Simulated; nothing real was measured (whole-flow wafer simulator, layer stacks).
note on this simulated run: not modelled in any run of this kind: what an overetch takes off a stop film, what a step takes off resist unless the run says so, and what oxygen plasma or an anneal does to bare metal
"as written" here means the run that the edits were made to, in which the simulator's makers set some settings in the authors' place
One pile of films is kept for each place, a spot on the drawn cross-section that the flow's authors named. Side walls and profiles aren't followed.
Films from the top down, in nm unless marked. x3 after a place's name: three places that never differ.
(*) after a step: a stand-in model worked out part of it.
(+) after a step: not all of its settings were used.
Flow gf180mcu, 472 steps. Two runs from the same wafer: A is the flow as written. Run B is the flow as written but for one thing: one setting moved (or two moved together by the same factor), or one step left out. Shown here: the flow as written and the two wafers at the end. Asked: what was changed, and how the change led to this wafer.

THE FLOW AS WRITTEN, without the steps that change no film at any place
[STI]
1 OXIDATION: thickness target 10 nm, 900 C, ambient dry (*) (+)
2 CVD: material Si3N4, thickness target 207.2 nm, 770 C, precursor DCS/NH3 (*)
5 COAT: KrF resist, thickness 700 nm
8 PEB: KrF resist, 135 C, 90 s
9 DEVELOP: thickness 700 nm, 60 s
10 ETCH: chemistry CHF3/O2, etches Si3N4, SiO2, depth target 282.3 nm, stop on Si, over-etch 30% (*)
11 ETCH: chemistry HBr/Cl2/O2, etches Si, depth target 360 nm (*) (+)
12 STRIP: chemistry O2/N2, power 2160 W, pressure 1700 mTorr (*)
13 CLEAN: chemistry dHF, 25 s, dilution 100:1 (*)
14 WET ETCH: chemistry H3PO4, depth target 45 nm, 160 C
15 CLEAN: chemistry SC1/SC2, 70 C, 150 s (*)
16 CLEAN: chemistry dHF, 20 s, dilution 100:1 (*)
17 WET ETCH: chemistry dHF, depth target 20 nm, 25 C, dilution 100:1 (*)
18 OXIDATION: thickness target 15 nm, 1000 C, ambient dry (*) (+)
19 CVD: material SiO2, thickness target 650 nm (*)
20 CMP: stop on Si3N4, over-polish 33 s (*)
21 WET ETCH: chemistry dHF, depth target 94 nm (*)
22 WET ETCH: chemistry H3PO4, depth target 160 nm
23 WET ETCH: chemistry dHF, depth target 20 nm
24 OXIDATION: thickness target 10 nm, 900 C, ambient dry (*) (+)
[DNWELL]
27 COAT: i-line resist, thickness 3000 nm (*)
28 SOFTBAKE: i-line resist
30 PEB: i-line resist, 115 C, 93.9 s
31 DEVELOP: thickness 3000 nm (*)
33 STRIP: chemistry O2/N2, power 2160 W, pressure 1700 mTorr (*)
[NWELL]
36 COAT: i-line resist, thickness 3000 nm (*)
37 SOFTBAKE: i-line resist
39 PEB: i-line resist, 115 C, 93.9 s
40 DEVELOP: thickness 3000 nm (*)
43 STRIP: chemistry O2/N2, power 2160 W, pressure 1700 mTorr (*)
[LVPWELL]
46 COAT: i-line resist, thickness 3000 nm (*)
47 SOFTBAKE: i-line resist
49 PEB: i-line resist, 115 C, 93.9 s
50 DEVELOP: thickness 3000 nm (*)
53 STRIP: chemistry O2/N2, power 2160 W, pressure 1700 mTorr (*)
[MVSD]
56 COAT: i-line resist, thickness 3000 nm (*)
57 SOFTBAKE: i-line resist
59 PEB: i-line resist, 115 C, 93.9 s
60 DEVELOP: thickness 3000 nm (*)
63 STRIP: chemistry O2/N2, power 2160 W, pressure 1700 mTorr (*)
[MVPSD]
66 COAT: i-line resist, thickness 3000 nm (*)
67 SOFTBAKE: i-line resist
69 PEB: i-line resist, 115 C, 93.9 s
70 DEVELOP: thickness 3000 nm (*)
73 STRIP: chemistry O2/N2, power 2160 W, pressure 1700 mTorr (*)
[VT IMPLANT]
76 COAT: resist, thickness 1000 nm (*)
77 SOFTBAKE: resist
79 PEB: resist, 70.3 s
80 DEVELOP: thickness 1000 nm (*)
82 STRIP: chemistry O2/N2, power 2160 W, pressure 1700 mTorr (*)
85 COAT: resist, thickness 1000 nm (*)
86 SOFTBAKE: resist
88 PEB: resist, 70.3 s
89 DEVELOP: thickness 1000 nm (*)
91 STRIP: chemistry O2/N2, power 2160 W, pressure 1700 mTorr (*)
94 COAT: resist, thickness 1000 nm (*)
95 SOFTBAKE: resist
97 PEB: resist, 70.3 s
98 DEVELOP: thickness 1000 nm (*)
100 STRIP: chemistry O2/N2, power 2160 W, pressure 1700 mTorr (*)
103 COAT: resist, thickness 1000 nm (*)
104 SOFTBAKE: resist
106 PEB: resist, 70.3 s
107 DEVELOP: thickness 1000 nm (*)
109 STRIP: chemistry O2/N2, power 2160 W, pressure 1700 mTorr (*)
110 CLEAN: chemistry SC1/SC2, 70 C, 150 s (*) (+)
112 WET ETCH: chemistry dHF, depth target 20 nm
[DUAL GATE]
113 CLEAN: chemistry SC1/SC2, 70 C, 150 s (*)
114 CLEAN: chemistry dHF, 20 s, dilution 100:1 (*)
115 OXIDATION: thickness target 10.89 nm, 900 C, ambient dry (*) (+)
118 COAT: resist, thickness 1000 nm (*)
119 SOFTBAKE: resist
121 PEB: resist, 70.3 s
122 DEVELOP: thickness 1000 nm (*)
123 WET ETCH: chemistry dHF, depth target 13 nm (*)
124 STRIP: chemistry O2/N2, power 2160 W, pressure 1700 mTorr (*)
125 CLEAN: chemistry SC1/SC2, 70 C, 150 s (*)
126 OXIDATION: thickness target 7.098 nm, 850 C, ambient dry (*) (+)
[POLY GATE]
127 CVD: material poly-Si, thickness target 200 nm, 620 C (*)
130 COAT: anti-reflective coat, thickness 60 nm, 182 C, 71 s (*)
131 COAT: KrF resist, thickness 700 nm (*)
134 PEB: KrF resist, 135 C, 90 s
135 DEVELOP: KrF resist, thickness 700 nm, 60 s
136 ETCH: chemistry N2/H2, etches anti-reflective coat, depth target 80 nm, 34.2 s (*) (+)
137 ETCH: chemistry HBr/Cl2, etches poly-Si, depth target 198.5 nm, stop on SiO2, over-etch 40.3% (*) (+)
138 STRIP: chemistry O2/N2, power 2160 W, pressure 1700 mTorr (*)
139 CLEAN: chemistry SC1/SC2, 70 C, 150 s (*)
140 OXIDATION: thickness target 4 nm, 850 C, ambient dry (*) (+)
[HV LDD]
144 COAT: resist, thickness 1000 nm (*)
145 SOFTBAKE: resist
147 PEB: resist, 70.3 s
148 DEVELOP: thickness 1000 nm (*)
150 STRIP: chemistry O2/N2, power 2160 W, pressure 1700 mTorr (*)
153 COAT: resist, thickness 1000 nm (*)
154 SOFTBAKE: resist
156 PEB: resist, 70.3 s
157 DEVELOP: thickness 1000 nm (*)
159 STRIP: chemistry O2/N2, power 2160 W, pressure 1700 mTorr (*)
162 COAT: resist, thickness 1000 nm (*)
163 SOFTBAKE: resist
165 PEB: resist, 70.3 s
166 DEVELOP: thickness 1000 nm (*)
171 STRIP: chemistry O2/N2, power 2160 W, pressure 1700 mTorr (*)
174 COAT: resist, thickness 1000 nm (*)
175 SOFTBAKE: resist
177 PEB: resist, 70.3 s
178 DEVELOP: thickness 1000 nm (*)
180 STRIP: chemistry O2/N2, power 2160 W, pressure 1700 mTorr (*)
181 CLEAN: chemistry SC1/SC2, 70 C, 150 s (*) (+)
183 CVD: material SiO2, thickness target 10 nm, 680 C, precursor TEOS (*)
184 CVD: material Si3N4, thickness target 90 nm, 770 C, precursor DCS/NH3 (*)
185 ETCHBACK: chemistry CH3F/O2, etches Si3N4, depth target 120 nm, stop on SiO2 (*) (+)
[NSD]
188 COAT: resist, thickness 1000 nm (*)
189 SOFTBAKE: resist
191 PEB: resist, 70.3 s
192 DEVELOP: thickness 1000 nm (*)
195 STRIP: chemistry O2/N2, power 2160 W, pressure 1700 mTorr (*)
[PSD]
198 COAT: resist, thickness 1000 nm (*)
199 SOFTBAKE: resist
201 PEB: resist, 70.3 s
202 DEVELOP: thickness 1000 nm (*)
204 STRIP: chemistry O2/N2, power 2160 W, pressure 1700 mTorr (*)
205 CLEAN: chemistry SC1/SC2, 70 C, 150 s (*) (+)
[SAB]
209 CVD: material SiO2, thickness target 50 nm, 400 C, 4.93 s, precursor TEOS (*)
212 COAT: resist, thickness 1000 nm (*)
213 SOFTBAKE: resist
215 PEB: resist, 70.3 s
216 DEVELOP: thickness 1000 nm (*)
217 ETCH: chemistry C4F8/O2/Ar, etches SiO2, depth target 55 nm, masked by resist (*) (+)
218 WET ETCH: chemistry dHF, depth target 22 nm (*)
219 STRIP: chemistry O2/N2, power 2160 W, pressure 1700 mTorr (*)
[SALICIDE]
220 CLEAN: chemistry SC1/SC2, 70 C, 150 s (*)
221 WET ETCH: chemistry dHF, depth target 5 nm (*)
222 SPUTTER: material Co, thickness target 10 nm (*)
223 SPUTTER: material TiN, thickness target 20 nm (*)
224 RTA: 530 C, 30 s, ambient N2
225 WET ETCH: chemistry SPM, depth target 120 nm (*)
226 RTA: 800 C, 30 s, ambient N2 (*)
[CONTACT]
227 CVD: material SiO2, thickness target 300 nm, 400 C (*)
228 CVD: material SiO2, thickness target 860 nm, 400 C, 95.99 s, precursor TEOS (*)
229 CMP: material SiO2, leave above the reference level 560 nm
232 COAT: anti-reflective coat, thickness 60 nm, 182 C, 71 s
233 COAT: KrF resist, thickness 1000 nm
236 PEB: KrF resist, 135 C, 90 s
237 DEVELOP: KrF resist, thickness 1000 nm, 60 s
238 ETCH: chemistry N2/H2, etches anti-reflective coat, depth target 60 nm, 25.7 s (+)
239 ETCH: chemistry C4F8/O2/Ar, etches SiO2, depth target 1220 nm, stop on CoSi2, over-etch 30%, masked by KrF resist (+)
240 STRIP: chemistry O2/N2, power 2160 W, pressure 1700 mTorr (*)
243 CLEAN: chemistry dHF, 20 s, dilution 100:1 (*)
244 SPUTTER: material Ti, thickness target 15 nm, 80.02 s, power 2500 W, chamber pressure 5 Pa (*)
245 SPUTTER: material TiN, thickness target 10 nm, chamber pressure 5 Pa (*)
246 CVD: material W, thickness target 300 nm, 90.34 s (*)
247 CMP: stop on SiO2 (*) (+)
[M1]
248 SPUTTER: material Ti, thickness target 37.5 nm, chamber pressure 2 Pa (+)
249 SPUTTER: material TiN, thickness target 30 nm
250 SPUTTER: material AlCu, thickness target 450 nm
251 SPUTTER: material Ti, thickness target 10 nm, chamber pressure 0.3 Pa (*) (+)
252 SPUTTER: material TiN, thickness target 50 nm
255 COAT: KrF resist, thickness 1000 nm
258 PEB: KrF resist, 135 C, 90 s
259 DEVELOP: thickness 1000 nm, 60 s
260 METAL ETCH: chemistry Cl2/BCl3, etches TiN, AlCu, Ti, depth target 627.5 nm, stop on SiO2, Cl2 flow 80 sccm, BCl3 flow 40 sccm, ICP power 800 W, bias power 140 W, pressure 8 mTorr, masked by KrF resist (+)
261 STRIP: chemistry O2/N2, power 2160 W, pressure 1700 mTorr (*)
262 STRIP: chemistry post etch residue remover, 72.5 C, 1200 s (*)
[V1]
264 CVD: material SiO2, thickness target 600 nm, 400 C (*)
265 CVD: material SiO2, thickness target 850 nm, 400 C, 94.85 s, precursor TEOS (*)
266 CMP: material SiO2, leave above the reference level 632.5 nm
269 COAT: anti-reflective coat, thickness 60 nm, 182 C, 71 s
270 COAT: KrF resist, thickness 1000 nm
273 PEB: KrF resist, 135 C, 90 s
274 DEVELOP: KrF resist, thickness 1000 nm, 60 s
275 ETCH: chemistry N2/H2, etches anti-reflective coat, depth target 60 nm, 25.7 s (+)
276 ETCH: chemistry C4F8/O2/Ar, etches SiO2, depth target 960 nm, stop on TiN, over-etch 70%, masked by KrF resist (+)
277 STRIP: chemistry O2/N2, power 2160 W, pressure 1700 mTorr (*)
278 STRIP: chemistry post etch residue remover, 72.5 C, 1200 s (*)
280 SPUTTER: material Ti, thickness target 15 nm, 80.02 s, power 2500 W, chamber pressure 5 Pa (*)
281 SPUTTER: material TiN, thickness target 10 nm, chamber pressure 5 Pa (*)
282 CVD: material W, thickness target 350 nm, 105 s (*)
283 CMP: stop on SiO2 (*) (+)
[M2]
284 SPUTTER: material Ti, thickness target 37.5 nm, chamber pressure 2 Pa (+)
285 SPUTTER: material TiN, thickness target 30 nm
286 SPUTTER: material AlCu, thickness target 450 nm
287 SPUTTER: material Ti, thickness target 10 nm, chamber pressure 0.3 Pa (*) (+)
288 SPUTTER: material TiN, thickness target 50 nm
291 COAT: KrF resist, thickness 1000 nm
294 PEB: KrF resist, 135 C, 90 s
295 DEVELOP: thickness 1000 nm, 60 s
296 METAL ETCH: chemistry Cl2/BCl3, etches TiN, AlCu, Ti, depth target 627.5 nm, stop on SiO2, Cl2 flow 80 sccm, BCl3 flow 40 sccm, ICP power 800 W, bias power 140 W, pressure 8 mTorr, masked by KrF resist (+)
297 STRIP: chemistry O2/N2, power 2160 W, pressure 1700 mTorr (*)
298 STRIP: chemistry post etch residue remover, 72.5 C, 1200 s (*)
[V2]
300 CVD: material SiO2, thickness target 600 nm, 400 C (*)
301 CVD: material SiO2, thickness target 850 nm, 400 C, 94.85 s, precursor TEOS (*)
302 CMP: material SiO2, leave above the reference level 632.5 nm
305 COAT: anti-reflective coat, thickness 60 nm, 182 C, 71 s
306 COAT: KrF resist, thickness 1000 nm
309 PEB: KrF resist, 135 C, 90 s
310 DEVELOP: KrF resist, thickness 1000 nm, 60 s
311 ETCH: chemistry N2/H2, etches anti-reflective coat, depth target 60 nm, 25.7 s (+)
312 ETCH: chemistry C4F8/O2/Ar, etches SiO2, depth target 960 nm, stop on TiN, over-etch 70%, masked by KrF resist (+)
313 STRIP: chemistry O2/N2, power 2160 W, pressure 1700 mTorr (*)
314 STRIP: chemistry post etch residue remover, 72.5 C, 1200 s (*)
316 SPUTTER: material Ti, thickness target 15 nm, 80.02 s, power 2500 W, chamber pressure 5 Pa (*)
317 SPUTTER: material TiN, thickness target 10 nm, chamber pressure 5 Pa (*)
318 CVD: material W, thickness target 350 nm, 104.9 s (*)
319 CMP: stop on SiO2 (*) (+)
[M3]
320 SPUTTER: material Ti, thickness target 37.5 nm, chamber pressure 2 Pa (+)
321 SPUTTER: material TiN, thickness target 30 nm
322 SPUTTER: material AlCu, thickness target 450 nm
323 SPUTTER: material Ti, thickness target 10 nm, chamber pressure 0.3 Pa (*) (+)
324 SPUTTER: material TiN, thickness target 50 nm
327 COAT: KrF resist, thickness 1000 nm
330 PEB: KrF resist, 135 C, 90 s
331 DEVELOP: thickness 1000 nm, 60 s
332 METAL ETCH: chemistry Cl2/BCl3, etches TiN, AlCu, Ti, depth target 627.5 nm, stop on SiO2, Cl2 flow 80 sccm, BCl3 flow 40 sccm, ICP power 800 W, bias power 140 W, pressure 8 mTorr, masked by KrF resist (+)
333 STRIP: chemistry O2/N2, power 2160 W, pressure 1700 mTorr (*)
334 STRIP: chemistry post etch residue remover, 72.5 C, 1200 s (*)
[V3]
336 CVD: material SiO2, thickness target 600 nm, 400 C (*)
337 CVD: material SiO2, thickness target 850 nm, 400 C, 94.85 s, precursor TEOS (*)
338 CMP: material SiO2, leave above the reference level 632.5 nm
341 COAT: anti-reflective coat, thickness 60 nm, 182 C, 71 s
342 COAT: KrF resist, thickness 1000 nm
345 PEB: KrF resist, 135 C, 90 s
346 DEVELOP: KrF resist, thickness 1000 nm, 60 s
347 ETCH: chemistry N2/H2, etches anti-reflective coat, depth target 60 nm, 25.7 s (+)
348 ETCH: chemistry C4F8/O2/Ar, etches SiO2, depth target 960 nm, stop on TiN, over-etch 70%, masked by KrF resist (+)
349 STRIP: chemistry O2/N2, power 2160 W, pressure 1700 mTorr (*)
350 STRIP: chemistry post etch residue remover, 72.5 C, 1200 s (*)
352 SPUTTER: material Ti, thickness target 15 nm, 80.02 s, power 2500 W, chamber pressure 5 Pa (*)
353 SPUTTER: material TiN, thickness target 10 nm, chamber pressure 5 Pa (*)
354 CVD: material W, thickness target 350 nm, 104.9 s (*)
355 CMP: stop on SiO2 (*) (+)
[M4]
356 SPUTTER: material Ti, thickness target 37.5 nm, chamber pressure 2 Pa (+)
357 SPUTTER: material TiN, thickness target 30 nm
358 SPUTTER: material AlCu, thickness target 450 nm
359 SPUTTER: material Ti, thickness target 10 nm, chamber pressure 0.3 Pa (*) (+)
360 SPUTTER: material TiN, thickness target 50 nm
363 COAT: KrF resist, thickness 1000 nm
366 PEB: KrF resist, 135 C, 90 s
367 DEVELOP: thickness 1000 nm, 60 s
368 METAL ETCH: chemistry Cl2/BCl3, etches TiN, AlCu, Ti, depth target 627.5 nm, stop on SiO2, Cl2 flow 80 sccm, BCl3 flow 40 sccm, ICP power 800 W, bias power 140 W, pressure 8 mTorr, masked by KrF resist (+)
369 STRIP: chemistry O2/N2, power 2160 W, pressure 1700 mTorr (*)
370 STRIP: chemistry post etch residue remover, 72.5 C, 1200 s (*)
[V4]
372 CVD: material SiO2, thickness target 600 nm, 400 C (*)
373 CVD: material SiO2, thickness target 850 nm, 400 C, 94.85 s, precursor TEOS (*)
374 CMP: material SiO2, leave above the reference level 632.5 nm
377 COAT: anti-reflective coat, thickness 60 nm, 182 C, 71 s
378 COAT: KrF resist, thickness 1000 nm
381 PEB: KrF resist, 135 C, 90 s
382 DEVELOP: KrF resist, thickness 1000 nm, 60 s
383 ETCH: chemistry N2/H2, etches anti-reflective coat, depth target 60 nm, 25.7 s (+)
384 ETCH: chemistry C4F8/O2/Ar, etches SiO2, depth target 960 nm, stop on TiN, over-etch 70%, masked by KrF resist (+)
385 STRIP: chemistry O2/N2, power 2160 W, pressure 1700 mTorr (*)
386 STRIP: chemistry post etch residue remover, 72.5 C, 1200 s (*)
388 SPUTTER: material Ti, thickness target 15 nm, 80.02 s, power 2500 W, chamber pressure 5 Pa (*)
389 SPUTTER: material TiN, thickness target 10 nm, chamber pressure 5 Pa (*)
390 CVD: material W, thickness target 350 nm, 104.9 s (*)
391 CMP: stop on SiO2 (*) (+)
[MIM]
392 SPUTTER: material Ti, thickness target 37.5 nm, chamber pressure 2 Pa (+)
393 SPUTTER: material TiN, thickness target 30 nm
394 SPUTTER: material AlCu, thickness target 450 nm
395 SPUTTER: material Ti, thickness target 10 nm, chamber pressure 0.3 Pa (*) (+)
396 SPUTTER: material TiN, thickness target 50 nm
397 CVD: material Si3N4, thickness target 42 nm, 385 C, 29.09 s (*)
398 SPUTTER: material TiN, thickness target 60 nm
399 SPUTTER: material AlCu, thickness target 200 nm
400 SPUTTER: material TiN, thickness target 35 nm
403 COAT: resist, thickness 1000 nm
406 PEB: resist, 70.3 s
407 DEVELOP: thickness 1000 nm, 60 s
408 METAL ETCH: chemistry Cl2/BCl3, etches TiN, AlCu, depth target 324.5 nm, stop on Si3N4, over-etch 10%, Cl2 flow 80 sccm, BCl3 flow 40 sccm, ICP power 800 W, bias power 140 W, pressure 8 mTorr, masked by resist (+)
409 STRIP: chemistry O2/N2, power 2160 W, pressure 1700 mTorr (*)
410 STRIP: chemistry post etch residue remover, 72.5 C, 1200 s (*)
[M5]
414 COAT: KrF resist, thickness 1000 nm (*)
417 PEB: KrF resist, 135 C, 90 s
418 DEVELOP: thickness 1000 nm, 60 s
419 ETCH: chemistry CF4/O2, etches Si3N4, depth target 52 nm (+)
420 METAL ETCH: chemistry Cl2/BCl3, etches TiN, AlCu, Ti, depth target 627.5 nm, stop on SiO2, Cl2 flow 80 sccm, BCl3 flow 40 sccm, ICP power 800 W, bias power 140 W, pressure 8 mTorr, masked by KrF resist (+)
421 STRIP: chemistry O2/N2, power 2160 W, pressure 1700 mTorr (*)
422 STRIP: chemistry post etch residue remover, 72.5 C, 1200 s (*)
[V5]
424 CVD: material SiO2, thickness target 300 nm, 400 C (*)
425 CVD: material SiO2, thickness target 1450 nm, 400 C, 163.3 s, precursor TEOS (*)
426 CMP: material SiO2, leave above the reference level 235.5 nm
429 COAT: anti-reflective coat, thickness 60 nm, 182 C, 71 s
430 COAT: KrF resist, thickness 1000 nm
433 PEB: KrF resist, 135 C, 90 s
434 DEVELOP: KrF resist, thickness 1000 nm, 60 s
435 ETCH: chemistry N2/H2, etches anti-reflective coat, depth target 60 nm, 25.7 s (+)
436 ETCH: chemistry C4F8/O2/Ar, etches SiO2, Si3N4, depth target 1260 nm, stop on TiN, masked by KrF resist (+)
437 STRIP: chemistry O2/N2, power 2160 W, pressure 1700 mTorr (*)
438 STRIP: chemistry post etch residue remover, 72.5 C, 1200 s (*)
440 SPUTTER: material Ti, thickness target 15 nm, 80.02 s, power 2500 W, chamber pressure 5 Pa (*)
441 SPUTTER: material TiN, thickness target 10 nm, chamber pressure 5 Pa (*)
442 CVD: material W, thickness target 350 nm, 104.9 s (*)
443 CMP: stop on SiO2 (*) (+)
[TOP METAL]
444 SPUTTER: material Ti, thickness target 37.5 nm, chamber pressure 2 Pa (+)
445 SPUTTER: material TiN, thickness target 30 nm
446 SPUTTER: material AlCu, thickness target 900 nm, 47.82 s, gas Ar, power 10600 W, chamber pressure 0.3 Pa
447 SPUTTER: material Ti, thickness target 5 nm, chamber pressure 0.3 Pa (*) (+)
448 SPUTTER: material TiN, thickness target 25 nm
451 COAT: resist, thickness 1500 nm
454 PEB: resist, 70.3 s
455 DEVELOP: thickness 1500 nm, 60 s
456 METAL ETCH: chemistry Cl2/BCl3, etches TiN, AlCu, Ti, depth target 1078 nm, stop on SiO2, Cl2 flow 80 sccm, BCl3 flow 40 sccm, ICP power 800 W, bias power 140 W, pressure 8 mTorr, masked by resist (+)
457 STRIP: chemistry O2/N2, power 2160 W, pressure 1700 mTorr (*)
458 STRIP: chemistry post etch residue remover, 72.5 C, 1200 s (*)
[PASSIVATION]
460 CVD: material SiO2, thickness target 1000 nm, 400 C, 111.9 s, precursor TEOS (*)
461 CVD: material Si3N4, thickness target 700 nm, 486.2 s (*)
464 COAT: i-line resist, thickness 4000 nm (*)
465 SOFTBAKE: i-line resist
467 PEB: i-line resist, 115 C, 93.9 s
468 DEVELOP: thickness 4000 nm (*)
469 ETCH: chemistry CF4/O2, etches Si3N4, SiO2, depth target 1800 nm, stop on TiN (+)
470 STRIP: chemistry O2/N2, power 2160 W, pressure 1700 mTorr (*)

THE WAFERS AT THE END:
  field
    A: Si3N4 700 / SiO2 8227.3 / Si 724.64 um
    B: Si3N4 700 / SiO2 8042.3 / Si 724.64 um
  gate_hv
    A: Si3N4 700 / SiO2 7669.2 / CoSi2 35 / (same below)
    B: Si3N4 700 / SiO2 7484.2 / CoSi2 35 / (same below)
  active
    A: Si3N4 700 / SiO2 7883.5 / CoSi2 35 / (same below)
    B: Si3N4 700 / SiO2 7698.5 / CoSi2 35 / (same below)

The cause: step 229, CMP: leave above the reference level 375 nm was run, where the flow has leave above the reference level 560 nm.

How the change led to this, step by step:
  229 CMP: material SiO2, leave above the reference level 560 nm
      gate_hv, gate_nat, ld_gate_n and 11 more: A SiO2 -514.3 | B SiO2 -699.3
      ldn_sep__w1, ldn_sep__w2, ldn_dft and 8 more: A SiO2 -311 | B SiO2 -496
      (and at 86 more places)
  239 ETCH: chemistry C4F8/O2/Ar, etches SiO2, depth target 1220 nm, stop on CoSi2, over-etch 30%, masked by KrF resist (+)
      field, field__w1, field__w2 and 105 more: A KrF resist -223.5 | B KrF resist -175.4
      polyc_n, polyc_p: A SiO2 -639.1 (all of it) | B SiO2 -454.1 (all of it)
      (and at 1 more place)
  240 STRIP: chemistry O2/N2, power 2160 W, pressure 1700 mTorr (*)
      field, field__w1, field__w2 and 105 more: A KrF resist -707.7 (all of it), anti-reflective coat -60 (all of it) | B KrF resist -755.8 (all of it), anti-reflective coat -60 (all of it)
  244 SPUTTER: material Ti, thickness target 15 nm, 80.02 s, power 2500 W, chamber pressure 5 Pa (*)
      contact: A Ti +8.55 (new film) | B Ti +9.53 (new film)
  245 SPUTTER: material TiN, thickness target 10 nm, chamber pressure 5 Pa (*)
      contact: A TiN +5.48 (new film) | B TiN +6.1 (new film)
  246 CVD: material W, thickness target 300 nm, 90.34 s (*)
      polyc_n, polyc_p: A W +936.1 (new film) | B W +751.1 (new film)
      contact: A W +1167.5 (new film) | B W +980.9 (new film)
